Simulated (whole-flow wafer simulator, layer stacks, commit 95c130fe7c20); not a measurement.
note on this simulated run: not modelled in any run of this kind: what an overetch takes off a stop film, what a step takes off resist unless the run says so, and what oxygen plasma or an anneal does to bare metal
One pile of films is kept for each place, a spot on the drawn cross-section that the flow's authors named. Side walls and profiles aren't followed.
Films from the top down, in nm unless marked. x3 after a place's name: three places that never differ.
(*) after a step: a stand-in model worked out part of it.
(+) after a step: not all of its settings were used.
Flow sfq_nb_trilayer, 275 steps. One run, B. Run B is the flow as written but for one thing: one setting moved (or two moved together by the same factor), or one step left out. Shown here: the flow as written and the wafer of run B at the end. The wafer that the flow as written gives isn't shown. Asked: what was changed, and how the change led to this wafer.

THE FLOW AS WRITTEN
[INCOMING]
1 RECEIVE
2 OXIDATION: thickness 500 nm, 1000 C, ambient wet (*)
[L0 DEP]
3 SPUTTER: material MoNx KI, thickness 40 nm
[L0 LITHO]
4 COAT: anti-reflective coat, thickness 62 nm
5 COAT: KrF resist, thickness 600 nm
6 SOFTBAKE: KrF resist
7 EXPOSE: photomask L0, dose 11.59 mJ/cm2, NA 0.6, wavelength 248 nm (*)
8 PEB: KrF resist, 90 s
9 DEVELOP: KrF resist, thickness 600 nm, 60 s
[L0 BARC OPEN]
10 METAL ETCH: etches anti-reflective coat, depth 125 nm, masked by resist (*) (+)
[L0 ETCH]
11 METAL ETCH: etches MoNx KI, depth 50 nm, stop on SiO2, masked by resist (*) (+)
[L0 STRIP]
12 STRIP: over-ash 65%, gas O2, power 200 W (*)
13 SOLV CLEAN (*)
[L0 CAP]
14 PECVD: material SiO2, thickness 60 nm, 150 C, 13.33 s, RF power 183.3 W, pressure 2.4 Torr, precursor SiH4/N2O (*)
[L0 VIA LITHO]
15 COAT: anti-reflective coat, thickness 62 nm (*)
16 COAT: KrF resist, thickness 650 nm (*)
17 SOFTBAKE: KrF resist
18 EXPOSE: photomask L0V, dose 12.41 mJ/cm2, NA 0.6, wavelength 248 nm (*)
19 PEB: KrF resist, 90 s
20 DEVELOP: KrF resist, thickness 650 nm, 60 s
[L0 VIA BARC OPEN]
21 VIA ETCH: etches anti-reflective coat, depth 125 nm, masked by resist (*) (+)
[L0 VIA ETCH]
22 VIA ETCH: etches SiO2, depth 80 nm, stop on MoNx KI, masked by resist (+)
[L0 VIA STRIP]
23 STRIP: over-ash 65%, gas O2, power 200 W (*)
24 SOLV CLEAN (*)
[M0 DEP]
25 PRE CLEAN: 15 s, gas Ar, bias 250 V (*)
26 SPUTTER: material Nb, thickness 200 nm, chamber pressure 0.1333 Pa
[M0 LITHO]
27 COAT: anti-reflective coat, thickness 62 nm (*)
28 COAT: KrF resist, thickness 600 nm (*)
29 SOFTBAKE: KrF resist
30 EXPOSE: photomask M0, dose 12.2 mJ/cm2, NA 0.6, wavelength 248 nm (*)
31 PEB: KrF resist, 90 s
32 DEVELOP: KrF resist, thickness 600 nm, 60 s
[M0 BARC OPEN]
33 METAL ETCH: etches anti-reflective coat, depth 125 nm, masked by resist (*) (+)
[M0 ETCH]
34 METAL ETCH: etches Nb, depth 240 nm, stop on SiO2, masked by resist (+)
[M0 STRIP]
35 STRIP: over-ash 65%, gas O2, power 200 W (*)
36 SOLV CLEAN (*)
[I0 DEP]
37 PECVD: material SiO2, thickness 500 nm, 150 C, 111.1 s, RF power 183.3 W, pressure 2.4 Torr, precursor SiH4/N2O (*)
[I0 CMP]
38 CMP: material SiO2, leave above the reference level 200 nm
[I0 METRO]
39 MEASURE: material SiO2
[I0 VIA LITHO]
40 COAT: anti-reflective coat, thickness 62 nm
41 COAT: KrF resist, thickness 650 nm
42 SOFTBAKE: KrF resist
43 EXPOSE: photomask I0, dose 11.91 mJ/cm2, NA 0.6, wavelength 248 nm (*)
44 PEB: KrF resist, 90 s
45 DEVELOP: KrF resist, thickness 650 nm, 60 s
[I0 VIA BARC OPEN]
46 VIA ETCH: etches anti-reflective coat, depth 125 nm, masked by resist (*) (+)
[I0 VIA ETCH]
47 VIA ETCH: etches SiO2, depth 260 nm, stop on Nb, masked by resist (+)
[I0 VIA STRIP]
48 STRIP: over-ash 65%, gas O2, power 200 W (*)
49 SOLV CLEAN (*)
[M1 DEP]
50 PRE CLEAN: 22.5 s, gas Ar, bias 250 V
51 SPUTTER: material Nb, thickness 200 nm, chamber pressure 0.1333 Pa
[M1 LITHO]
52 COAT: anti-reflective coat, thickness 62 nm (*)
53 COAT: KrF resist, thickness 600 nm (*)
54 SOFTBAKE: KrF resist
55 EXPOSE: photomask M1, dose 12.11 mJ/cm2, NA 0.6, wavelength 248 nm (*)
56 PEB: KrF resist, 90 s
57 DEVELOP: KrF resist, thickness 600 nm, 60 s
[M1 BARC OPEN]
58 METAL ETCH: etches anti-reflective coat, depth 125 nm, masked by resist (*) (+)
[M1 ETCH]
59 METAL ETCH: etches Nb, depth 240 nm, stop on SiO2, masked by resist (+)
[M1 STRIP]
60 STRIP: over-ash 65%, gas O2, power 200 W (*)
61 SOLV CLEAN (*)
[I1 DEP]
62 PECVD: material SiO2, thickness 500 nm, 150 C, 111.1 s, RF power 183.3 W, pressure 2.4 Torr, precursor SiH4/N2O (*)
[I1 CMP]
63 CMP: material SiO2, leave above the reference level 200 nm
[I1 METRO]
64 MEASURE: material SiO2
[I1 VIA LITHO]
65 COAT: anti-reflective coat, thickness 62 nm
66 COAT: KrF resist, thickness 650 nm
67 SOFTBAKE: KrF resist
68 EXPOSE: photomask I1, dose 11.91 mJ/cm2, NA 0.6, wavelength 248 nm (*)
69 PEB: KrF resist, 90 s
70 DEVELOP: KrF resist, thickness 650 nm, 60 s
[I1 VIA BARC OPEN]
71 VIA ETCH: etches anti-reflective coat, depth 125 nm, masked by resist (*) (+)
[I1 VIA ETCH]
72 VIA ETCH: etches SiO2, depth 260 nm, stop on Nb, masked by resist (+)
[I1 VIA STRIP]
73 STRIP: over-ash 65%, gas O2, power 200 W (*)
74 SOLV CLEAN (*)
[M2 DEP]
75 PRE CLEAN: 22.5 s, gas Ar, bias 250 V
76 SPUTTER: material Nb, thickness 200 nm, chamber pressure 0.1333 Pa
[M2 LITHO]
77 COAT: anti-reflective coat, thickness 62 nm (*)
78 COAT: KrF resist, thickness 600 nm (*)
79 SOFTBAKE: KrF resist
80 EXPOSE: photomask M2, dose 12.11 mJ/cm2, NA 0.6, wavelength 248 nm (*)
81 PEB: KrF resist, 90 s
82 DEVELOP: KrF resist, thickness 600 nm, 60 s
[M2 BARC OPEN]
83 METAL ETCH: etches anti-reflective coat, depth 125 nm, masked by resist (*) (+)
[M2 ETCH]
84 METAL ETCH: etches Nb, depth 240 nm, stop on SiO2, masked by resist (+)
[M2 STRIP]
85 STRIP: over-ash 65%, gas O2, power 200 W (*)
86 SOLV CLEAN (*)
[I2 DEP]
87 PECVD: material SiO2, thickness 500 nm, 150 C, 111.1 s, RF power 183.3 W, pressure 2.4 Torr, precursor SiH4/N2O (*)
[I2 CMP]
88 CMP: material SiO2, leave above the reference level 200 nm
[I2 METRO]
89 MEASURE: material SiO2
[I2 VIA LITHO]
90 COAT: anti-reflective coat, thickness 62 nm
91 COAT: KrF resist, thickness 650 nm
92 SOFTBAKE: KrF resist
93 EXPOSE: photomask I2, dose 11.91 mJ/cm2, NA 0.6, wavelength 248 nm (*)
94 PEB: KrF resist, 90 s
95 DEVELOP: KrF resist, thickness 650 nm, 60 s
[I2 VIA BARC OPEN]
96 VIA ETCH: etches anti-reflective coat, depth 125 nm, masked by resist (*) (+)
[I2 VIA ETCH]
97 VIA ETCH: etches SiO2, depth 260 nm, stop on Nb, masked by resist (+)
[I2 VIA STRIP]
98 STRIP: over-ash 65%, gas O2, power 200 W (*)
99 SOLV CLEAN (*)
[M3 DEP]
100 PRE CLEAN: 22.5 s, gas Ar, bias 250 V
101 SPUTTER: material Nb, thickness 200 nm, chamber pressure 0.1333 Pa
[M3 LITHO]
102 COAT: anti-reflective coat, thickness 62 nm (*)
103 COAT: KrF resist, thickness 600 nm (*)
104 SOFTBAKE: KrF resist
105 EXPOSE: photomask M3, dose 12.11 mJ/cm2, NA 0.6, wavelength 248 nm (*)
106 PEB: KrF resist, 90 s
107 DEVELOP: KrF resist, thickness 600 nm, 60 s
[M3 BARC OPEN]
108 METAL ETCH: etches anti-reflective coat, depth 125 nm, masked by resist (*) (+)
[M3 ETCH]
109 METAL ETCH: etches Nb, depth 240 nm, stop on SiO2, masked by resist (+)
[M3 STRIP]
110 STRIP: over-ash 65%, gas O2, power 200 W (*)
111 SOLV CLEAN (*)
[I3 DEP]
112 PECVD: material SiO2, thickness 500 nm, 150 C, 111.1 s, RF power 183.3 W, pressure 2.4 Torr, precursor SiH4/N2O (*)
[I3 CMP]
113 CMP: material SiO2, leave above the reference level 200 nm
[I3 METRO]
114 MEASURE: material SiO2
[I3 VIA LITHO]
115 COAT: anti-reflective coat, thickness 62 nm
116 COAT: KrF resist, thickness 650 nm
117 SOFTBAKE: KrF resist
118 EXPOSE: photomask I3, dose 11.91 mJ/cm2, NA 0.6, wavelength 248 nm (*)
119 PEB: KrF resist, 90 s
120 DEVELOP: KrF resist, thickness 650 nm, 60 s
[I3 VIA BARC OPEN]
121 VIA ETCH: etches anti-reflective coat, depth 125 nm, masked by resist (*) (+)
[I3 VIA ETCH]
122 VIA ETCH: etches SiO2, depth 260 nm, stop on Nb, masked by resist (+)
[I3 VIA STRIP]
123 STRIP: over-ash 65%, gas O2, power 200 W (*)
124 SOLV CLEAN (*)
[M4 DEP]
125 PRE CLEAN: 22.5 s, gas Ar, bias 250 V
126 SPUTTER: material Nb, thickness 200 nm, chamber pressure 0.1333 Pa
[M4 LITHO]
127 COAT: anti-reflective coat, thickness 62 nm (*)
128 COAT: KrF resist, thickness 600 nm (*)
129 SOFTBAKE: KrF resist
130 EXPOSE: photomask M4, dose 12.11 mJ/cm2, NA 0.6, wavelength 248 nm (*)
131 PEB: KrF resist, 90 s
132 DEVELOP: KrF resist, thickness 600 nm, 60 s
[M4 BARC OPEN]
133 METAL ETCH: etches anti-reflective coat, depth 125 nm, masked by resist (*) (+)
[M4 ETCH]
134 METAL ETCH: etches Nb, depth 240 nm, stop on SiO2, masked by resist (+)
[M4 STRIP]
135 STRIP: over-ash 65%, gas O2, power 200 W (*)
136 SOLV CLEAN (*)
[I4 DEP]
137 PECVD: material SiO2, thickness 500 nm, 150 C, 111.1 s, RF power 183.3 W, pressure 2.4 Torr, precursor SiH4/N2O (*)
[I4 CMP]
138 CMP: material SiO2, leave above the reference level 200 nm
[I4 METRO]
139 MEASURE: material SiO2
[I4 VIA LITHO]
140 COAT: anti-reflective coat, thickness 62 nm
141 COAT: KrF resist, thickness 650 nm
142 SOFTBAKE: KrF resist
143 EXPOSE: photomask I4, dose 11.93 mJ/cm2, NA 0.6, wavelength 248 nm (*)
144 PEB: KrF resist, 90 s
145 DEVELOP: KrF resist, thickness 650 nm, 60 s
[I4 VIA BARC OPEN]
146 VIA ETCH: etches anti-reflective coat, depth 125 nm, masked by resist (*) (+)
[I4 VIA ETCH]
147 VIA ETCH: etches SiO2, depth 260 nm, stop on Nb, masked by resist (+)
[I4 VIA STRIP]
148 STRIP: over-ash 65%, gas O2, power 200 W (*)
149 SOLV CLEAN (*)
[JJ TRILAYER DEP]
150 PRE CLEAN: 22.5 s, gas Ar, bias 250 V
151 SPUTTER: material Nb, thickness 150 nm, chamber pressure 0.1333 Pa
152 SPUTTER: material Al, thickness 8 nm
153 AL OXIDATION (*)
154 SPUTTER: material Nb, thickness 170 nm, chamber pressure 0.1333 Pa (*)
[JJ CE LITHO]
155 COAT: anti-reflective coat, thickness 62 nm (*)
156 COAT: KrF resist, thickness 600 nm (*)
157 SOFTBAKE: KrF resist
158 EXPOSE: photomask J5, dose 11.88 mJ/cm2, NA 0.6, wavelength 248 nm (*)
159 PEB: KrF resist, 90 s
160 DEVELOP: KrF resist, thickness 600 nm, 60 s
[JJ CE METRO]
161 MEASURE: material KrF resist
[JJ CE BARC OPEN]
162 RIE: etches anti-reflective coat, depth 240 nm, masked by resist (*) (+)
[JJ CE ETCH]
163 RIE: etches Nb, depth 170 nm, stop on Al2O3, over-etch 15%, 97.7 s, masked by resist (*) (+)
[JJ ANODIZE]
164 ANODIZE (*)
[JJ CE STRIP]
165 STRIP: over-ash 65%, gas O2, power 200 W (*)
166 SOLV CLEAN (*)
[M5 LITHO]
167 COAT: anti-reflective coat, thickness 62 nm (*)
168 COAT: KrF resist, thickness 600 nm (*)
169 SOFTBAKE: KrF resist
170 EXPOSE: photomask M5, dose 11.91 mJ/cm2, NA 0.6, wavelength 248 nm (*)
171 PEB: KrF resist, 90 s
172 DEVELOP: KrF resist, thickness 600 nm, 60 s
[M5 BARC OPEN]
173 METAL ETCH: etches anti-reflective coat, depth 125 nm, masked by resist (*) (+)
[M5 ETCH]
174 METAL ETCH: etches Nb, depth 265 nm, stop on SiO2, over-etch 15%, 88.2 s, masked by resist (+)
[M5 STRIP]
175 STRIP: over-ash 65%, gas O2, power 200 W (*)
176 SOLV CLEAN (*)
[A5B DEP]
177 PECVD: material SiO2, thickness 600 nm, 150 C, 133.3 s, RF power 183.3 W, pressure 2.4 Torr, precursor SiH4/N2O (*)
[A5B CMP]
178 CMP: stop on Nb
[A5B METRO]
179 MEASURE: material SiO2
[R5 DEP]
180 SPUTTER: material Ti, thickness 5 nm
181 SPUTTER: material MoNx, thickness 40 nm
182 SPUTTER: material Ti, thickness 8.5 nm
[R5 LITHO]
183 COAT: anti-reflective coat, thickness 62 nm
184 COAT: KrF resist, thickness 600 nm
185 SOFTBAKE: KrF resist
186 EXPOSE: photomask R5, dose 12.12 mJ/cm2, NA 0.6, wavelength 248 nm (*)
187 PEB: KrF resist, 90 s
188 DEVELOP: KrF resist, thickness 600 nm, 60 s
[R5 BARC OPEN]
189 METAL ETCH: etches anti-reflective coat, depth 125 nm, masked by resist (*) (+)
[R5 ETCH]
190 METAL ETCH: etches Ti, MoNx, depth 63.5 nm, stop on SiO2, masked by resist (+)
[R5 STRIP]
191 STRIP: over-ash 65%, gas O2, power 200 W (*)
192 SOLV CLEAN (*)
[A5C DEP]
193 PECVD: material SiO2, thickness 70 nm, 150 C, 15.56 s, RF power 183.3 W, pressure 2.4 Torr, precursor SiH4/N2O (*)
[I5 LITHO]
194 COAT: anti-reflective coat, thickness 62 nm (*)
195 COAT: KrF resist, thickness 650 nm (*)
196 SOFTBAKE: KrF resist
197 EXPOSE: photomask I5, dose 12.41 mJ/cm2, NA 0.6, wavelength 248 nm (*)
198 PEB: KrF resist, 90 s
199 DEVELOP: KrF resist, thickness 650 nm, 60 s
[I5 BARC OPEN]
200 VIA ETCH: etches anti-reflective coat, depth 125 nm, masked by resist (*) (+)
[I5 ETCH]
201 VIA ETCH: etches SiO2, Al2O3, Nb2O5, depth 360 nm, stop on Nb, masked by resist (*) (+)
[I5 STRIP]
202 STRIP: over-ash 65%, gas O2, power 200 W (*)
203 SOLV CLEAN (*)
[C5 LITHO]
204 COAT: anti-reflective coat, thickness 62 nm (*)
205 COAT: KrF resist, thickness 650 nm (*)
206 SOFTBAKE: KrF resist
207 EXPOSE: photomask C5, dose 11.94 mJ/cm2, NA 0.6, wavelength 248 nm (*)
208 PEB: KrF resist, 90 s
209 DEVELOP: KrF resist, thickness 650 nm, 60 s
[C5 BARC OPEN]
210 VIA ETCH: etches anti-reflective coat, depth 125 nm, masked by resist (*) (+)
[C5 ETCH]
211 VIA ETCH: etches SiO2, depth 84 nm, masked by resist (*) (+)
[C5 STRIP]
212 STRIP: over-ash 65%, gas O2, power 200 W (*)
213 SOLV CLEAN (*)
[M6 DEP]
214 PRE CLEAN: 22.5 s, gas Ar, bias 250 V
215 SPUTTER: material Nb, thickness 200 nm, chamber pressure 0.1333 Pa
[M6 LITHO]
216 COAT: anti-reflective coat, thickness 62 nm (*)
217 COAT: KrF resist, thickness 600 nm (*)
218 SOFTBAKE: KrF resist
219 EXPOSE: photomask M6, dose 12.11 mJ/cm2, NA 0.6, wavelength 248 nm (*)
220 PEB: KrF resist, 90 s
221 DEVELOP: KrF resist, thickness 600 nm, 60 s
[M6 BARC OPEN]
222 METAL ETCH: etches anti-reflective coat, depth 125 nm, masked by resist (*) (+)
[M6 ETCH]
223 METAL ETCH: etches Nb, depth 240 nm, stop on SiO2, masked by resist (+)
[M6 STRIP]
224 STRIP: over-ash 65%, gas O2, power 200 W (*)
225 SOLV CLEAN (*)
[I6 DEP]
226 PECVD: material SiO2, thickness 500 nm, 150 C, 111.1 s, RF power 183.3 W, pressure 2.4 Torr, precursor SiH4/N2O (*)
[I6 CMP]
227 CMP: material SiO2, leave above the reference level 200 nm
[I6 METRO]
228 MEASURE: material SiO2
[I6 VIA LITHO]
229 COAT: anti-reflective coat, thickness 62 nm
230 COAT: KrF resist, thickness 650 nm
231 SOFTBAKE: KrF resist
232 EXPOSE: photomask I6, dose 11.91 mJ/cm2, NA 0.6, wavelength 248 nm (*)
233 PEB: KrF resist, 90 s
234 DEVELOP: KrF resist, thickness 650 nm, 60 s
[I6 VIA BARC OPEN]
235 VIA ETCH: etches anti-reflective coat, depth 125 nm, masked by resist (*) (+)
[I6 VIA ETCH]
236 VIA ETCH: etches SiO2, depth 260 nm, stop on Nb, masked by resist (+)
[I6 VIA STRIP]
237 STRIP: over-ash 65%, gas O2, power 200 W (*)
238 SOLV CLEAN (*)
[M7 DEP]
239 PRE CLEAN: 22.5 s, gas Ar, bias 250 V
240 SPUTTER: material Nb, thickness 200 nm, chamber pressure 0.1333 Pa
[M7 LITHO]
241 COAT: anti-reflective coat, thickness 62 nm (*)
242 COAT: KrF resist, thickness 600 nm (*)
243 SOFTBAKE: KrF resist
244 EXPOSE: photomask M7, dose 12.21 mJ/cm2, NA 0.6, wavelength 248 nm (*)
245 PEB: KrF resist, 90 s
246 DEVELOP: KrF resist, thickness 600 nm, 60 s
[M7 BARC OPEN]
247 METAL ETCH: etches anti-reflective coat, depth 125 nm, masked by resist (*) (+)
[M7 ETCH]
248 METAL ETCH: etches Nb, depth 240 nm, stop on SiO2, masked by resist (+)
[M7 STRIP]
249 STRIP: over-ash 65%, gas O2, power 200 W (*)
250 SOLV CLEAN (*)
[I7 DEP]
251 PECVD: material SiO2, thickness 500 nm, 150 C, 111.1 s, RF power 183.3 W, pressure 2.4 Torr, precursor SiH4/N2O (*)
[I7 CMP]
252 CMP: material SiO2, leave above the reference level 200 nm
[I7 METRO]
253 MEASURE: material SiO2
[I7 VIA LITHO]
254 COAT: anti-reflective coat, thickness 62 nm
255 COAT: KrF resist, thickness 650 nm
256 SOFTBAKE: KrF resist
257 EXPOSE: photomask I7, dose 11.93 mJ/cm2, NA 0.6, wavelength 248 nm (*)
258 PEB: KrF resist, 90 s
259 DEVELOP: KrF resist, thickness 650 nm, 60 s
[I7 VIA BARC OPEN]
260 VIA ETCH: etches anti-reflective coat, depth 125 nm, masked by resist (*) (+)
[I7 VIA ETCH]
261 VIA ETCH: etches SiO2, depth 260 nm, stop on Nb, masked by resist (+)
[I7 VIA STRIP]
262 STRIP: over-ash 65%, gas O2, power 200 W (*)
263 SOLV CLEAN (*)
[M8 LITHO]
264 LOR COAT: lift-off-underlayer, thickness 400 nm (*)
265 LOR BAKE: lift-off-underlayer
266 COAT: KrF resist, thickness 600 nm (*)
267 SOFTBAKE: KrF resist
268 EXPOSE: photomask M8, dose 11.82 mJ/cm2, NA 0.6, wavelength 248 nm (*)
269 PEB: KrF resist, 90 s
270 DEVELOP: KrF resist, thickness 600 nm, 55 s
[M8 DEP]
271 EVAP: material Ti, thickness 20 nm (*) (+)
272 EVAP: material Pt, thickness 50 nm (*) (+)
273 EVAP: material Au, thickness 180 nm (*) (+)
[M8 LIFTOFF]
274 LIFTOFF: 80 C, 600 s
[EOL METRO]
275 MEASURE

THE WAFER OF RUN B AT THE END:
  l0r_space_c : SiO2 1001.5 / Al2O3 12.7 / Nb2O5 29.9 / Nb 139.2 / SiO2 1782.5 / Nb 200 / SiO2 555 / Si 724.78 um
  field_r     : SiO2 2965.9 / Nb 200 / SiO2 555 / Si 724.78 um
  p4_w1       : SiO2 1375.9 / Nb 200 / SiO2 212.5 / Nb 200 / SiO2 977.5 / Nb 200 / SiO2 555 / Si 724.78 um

The cause: step 113, CMP: leave above the reference level 220 nm was run, where the flow has leave above the reference level 200 nm.

How the change led to this, step by step:
  113 CMP: material SiO2, leave above the reference level 200 nm
      field_l, be, be_sur and 64 more: SiO2 -80 (as written it would be: SiO2 -100)
      v_sur, via_wl, via_wr and 27 more: SiO2 -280 (as written it would be: SiO2 -300)
      (and at 9 more places)
  122 VIA ETCH: etches SiO2, depth 260 nm, stop on Nb, masked by resist (+)
      via_v: SiO2 -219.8 (all of it) (as written it would be: SiO2 -199.8 (all of it))
  126 SPUTTER: material Nb, thickness 200 nm, chamber pressure 0.1333 Pa
      via_v: Nb +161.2 (as written it would be: Nb +165.5)
  127 COAT: anti-reflective coat, thickness 62 nm (*)
      via_v: anti-reflective coat +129 (new film) (as written it would be: anti-reflective coat +124.8 (new film))
  128 COAT: KrF resist, thickness 600 nm (*)
      via_v: KrF resist +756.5 (new film) (as written it would be: KrF resist +739.8 (new film))
  135 STRIP: over-ash 65%, gas O2, power 200 W (*)
      via_v: KrF resist -538.5 (all of it), anti-reflective coat -129 (all of it) (as written it would be: KrF resist -521.8 (all of it), anti-reflective coat -124.8 (all of it))
  137 PECVD: material SiO2, thickness 500 nm, 150 C, 111.1 s, RF power 183.3 W, pressure 2.4 Torr, precursor SiH4/N2O (*)
      via_v: SiO2 +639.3 (new film) (as written it would be: SiO2 +615 (new film))
